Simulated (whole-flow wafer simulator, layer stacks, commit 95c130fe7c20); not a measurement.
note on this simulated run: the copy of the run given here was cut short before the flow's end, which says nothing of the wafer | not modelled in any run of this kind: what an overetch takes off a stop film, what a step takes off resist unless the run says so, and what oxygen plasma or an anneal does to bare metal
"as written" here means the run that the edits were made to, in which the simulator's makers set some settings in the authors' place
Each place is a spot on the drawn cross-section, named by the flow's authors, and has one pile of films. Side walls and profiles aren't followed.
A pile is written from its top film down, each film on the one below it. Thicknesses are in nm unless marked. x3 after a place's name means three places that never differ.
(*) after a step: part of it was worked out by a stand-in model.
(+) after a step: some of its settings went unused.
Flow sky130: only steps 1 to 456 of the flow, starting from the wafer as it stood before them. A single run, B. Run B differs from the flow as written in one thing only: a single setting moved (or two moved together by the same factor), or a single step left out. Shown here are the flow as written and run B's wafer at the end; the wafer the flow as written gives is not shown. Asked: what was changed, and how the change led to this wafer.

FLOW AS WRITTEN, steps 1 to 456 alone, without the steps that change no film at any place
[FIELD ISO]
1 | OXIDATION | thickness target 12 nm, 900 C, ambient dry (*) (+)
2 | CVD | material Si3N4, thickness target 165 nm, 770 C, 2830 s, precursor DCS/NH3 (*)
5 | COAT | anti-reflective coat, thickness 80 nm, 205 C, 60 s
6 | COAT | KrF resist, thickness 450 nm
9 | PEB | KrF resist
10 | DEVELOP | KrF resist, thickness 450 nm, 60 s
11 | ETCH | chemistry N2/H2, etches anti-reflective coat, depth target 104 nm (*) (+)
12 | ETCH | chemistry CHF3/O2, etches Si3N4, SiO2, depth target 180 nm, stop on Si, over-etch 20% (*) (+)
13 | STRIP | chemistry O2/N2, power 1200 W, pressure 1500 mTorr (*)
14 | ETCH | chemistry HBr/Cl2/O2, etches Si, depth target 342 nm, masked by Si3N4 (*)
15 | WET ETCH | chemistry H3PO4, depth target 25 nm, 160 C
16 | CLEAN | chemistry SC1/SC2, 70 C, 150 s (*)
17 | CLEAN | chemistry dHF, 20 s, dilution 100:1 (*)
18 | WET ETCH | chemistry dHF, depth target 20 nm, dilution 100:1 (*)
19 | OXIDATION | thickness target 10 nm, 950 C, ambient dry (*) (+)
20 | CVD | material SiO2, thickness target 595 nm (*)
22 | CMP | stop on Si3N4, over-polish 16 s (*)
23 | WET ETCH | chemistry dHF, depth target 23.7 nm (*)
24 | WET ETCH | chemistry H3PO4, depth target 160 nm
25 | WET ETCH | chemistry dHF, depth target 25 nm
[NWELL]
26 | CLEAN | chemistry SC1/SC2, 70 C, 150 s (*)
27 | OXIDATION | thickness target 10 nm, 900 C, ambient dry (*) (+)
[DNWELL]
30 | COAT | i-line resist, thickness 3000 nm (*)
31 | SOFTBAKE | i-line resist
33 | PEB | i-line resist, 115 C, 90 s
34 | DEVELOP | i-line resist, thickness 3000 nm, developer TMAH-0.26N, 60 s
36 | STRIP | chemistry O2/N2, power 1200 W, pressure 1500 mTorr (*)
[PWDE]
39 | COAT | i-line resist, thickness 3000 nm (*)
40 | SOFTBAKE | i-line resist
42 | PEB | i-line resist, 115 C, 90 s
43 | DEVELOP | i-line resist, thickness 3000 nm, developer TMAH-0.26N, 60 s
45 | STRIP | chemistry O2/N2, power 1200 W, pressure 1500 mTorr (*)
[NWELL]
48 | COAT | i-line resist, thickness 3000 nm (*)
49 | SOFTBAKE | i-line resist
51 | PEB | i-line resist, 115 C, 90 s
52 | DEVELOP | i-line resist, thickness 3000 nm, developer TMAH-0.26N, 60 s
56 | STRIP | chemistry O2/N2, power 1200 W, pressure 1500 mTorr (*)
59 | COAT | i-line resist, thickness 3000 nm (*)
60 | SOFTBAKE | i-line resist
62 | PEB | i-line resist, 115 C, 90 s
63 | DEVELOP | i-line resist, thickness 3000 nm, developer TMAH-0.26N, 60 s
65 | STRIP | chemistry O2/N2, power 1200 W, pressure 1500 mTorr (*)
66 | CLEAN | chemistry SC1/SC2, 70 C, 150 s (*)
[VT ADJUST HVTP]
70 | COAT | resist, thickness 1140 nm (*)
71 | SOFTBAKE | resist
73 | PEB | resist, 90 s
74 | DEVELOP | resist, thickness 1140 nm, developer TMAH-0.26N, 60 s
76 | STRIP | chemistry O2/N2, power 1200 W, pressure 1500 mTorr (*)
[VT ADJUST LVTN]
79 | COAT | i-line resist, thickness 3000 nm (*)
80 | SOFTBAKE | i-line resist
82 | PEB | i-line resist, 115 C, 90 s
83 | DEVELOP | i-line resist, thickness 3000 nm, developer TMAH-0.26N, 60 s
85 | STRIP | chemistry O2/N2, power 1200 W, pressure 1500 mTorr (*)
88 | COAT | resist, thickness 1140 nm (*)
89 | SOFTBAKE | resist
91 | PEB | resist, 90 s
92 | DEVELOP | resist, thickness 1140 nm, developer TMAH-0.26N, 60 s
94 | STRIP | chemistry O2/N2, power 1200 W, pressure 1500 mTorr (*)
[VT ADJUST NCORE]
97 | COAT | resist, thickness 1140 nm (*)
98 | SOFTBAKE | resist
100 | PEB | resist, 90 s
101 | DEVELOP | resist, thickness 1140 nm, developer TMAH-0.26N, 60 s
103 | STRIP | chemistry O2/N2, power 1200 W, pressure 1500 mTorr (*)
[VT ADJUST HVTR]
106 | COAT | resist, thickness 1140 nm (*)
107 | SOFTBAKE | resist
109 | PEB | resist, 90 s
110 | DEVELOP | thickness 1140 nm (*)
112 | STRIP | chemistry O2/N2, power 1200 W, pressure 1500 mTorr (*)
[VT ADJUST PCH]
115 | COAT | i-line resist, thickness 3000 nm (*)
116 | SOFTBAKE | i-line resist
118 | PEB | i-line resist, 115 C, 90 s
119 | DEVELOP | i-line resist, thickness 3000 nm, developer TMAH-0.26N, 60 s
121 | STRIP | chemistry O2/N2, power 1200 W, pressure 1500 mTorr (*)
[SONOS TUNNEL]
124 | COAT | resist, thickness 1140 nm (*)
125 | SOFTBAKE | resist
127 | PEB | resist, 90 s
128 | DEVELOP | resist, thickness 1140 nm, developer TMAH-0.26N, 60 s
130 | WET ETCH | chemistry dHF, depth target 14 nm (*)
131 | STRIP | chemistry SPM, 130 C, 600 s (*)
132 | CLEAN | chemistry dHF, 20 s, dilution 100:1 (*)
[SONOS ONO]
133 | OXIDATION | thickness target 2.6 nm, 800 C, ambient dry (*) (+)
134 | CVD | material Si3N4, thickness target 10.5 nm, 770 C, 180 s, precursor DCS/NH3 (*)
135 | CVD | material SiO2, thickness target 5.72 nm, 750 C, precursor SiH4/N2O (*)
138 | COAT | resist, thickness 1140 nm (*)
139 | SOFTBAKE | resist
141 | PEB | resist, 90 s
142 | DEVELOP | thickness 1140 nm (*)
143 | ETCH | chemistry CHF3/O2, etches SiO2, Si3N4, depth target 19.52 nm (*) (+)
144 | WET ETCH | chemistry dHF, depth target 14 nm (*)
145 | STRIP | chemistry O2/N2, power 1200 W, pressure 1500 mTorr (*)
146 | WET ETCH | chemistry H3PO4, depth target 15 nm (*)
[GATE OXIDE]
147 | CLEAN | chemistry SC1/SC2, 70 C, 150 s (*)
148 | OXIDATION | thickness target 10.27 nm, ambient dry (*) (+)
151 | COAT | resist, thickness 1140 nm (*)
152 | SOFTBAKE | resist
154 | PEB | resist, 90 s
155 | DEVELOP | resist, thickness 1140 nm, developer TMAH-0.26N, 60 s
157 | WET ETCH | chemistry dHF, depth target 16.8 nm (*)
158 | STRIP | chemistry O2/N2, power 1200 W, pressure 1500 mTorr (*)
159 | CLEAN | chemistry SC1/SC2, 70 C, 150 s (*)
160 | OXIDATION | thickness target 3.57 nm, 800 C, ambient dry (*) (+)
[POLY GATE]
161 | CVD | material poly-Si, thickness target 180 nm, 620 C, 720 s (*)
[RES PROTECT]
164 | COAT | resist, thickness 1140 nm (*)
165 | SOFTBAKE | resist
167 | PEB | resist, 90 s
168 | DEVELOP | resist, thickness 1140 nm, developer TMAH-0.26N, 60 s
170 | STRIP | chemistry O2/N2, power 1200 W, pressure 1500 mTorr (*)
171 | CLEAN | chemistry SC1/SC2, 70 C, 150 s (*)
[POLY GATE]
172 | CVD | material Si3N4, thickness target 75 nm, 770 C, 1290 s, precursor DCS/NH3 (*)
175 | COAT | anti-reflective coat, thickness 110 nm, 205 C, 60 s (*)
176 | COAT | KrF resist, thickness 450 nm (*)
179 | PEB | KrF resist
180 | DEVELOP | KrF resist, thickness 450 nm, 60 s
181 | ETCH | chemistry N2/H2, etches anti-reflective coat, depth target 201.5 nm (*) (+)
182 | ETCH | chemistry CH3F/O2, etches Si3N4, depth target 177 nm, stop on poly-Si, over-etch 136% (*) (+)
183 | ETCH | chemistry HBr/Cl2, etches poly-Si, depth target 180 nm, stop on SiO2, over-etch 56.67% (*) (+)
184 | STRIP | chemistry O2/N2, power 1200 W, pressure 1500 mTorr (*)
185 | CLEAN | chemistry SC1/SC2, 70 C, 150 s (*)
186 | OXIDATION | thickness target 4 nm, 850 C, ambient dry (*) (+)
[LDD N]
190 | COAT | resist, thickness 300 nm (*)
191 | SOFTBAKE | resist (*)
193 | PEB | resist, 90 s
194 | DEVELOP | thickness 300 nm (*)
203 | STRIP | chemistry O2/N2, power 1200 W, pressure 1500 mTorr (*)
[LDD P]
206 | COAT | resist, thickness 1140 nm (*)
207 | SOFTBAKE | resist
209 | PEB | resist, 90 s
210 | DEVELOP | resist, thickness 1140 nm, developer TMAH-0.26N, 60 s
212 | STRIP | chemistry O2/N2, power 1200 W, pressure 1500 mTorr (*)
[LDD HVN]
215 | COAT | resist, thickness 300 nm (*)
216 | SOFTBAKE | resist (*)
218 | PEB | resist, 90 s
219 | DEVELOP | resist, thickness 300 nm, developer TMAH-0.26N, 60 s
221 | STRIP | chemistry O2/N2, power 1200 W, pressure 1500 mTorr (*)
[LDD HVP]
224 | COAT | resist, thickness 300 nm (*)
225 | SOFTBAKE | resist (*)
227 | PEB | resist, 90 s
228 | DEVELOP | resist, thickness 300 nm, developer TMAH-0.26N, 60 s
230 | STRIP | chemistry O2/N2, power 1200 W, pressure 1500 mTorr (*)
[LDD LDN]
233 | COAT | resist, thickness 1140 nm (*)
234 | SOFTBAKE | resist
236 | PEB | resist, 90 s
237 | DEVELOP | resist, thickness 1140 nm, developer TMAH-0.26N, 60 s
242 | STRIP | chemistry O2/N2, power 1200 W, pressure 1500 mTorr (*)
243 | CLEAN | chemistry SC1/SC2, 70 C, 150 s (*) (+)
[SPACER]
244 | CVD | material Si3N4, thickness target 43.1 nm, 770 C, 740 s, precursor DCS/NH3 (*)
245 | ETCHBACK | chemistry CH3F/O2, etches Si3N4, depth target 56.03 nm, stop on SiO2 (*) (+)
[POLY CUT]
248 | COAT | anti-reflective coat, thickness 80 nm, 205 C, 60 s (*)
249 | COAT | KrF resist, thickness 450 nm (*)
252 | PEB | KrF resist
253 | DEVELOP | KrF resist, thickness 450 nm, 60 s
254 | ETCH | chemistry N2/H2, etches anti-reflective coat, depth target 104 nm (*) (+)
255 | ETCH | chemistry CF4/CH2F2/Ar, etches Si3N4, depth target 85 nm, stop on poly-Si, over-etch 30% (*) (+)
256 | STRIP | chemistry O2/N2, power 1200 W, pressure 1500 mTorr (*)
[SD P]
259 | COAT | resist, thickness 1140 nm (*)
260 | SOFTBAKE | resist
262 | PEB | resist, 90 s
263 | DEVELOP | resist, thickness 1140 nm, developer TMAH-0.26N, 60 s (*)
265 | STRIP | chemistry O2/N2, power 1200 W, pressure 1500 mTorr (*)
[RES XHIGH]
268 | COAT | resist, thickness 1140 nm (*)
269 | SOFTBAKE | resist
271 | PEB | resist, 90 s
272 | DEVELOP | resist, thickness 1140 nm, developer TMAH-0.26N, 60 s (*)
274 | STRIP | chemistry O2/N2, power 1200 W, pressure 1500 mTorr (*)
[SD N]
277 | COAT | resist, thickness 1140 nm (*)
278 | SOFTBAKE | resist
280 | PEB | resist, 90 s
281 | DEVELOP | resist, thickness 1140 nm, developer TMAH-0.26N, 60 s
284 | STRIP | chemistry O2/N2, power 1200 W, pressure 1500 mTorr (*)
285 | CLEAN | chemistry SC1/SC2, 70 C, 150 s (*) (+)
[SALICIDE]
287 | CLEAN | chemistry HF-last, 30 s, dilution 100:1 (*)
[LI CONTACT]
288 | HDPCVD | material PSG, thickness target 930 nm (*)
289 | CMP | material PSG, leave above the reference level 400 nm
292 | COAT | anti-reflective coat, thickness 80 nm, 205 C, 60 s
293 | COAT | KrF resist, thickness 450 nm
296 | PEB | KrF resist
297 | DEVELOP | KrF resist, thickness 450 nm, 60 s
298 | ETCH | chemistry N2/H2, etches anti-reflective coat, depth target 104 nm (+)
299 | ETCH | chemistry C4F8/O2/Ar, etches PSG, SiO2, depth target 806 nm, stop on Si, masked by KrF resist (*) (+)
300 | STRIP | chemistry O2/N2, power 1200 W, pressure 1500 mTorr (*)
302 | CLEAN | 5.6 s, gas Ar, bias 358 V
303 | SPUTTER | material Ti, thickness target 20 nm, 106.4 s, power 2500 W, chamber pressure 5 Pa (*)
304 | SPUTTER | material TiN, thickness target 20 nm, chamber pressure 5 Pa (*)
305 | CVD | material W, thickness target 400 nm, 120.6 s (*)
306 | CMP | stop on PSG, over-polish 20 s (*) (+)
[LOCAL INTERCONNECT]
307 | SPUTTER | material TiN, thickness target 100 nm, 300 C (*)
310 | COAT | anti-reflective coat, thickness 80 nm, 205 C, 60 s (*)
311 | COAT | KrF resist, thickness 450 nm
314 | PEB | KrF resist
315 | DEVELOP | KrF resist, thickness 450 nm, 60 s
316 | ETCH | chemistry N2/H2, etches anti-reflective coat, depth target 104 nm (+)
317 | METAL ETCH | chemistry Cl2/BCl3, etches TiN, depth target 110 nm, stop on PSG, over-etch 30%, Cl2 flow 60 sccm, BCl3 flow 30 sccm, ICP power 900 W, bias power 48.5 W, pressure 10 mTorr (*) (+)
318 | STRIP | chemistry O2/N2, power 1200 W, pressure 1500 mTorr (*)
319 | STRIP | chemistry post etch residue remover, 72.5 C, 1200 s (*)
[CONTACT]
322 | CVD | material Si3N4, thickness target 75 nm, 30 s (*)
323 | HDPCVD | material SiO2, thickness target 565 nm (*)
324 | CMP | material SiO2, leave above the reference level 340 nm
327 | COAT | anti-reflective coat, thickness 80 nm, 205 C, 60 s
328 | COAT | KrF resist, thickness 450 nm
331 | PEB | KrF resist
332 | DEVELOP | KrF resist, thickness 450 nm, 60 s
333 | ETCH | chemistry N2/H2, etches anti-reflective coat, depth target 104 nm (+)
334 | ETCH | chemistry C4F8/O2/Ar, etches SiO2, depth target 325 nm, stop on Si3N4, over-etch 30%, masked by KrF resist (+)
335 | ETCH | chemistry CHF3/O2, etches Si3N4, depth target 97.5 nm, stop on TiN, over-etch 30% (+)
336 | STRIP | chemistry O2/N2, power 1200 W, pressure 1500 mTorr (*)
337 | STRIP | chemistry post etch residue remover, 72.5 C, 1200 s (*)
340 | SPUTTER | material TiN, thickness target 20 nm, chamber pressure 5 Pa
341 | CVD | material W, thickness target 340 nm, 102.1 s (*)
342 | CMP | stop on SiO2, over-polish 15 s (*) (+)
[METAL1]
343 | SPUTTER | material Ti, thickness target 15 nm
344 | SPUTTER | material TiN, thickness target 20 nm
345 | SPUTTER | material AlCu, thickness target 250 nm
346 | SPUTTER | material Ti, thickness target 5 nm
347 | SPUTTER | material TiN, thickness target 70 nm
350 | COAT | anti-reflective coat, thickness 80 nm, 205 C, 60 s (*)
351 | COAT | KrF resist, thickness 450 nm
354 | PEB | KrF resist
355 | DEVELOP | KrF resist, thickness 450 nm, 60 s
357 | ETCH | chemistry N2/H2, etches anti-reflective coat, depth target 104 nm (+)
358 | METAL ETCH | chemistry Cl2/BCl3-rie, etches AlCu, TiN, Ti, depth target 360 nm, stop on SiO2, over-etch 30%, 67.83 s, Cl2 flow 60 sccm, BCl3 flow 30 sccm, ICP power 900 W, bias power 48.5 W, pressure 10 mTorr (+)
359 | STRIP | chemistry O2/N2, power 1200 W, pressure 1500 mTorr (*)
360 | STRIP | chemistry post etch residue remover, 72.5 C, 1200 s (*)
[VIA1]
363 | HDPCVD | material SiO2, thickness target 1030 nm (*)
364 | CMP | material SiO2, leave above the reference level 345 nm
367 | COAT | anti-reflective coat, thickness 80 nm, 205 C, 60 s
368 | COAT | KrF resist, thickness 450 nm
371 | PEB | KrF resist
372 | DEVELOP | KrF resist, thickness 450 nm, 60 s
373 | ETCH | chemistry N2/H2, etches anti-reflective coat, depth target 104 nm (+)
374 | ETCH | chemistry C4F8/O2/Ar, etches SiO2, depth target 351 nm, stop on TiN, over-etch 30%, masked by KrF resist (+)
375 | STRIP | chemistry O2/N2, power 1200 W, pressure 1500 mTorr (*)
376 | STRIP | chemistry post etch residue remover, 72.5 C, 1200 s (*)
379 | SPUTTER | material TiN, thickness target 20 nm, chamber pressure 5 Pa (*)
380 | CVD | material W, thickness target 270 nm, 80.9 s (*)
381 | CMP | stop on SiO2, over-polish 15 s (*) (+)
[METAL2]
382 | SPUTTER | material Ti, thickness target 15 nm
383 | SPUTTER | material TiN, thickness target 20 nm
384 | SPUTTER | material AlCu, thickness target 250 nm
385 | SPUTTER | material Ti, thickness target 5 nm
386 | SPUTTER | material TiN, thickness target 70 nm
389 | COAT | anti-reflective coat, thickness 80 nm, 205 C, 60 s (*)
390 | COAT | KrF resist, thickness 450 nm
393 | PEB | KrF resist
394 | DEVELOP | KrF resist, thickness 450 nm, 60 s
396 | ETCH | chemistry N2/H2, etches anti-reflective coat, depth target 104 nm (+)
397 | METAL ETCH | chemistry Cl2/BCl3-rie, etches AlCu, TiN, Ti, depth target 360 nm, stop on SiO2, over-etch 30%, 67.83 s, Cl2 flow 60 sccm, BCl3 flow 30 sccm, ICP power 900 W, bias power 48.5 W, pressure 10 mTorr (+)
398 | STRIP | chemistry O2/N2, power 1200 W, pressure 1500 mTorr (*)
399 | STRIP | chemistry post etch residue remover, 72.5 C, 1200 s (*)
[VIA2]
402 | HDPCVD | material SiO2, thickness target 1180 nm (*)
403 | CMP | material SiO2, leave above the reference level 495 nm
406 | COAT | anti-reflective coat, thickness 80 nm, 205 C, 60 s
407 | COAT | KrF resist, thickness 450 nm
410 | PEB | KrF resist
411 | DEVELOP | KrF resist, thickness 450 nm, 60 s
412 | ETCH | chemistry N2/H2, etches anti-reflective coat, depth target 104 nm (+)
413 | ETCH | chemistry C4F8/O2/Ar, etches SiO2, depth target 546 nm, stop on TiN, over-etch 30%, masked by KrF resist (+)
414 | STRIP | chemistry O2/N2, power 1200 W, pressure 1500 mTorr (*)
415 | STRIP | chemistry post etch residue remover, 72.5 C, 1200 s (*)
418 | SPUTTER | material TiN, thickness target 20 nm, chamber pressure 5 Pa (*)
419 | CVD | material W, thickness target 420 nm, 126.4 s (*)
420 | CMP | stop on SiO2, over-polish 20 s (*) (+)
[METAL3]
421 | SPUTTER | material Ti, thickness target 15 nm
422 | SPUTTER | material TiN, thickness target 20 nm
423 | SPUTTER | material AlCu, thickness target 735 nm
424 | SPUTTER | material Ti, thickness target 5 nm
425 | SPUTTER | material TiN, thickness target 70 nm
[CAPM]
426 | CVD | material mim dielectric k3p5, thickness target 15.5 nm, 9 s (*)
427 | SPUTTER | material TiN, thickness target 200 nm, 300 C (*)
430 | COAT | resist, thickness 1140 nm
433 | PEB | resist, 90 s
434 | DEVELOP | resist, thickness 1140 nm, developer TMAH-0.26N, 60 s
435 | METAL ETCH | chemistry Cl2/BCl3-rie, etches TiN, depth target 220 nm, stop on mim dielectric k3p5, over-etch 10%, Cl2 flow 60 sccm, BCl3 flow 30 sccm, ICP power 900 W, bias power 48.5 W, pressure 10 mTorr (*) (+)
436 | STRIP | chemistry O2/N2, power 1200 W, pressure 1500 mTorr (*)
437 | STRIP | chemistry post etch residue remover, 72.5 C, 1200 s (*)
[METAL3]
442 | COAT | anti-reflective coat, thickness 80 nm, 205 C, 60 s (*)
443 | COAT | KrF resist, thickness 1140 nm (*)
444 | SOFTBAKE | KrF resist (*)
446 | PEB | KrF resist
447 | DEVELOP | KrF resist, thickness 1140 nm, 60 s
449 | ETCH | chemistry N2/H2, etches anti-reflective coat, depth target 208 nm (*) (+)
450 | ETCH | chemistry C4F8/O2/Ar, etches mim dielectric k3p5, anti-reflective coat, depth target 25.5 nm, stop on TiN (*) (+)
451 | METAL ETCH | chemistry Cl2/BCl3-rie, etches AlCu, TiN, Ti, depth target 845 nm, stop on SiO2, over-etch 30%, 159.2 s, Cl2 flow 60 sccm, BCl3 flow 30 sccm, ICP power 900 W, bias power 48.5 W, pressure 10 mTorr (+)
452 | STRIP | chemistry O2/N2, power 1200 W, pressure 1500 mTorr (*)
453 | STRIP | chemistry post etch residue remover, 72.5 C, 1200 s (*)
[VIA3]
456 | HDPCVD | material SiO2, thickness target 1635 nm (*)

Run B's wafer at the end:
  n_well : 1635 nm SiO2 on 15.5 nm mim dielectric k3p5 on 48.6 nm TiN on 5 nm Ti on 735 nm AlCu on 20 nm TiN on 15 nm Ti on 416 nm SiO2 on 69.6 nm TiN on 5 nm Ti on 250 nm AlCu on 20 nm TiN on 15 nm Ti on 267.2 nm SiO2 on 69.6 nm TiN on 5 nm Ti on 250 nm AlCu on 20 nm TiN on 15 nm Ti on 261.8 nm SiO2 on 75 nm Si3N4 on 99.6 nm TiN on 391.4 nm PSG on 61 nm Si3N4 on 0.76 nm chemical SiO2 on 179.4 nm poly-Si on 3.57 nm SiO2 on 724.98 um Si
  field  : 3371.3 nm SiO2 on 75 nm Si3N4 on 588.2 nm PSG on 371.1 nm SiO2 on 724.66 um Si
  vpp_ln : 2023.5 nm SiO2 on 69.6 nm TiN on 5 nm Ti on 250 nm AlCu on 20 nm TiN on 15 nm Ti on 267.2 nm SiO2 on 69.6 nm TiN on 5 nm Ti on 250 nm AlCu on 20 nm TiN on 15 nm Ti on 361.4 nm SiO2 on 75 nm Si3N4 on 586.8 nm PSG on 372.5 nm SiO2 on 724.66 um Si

What caused this: step 425, SPUTTER: thickness target 48.6 nm was run, whereas the flow has thickness target 70 nm.
The wafer itself shows it: n_well has TiN 48.6, and step 425 as written asks for 70 nm.

Step by step, how the change led to this:
  425 | SPUTTER | material TiN, thickness target 70 nm
      field, active, n_well and 188 more: TiN gains 48.6 (new film) (as written it would have been: TiN gains 70 (new film))
  451 | METAL ETCH | chemistry Cl2/BCl3-rie, etches AlCu, TiN, Ti, depth target 845 nm, stop on SiO2, over-etch 30%, 159.2 s, Cl2 flow 60 sccm, BCl3 flow 30 sccm, ICP power 900 W, bias power 48.5 W, pressure 10 mTorr (+)
      field, active, gate and 69 more: TiN loses 48.6 (all of it), Ti loses 5 (all of it), AlCu loses 735 (all of it), TiN loses 20 (all of it), Ti loses 15 (all of it), SiO2 loses 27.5 (as written it would have been: TiN loses 70 (all of it), Ti loses 5 (all of it), AlCu loses 735 (all of it), TiN loses 20 (all of it), Ti loses 15 (all of it), SiO2 loses 25.4)
      vpp_ln, vpp_iso2, ndiff_ln and 10 more: TiN loses 48.6 (all of it), Ti loses 5 (all of it), AlCu loses 735 (all of it), TiN loses 20 (all of it), Ti loses 15 (all of it), SiO2 loses 27.5 (as written it would have been: TiN loses 70 (all of it), Ti loses 5 (all of it), AlCu loses 735 (all of it), TiN loses 20 (all of it), Ti loses 15 (all of it), SiO2 loses 25.3)
